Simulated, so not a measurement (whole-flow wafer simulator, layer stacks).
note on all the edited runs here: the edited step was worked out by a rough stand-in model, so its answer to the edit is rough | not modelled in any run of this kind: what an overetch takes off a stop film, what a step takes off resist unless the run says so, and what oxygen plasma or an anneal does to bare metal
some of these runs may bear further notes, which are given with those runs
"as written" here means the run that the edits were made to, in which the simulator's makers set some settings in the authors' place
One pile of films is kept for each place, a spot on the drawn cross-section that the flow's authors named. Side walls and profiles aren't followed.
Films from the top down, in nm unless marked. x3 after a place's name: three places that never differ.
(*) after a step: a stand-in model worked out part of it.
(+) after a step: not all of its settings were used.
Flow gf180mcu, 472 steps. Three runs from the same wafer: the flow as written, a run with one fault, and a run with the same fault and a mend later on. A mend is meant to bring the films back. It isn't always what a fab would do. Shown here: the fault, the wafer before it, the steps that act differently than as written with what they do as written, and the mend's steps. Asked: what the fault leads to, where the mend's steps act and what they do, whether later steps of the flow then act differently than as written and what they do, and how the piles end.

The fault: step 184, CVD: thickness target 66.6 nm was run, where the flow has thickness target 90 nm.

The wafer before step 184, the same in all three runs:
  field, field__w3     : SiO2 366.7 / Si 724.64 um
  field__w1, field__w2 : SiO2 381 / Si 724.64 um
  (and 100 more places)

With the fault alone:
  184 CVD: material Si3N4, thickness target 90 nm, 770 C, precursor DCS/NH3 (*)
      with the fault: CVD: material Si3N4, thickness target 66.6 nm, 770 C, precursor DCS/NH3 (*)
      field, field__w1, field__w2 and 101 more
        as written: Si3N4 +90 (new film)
        with the fault: Si3N4 +66.6 (new film)
  Later steps of the flow that act differently than as written (7 more steps differ only slightly, by at most 2% or 0.5 nm, whichever is larger, and aren't shown):
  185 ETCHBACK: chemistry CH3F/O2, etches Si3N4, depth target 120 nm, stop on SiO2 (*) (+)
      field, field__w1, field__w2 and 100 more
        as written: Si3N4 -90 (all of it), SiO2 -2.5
        with the fault: Si3N4 -66.6 (all of it), SiO2 -4.45
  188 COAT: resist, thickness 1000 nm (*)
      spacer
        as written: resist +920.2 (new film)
        with the fault: resist +941.5 (new film)
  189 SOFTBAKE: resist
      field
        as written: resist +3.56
        with the fault: resist -0.34
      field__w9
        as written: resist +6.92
        with the fault: resist +6.41
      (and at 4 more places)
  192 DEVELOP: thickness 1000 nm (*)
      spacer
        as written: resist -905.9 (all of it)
        with the fault: resist -926.8 (all of it)
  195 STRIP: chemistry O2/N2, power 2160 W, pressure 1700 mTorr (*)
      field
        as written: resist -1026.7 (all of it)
        with the fault: resist -1006.1 (all of it)
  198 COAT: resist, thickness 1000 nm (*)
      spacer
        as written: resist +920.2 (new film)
        with the fault: resist +941.5 (new film)
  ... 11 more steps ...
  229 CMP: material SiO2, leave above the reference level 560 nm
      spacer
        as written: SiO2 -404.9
        with the fault: SiO2 -381.5
  At the end the piles differ from the flow's by more than 2% or 0.5 nm, whichever is larger, at spacer, ld_sd_n, ld_drn_n, ld_drn_p.
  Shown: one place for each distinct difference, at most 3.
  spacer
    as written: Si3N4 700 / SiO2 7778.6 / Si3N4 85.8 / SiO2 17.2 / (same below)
    with the fault: Si3N4 700 / SiO2 7802 / Si3N4 62.4 / SiO2 17.2 / (same below)
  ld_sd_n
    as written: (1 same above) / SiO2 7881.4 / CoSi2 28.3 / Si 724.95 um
    with the fault: (1 same above) / SiO2 7881.4 / CoSi2 29.5 / Si 724.95 um
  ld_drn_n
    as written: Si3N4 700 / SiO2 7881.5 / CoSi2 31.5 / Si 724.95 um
    with the fault: Si3N4 700 / SiO2 7881.6 / CoSi2 32.7 / Si 724.95 um

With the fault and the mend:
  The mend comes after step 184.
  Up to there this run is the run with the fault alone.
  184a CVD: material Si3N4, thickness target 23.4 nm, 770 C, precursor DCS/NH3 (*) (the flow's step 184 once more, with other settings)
      field, field__w1, field__w2 and 101 more
        Si3N4 +23.4
  No later step of the flow acts differently than as written, at any place that is followed, by more than 2% or 0.5 nm, whichever is larger.
  At the end the piles are the same as the flow's at every place that both follow.
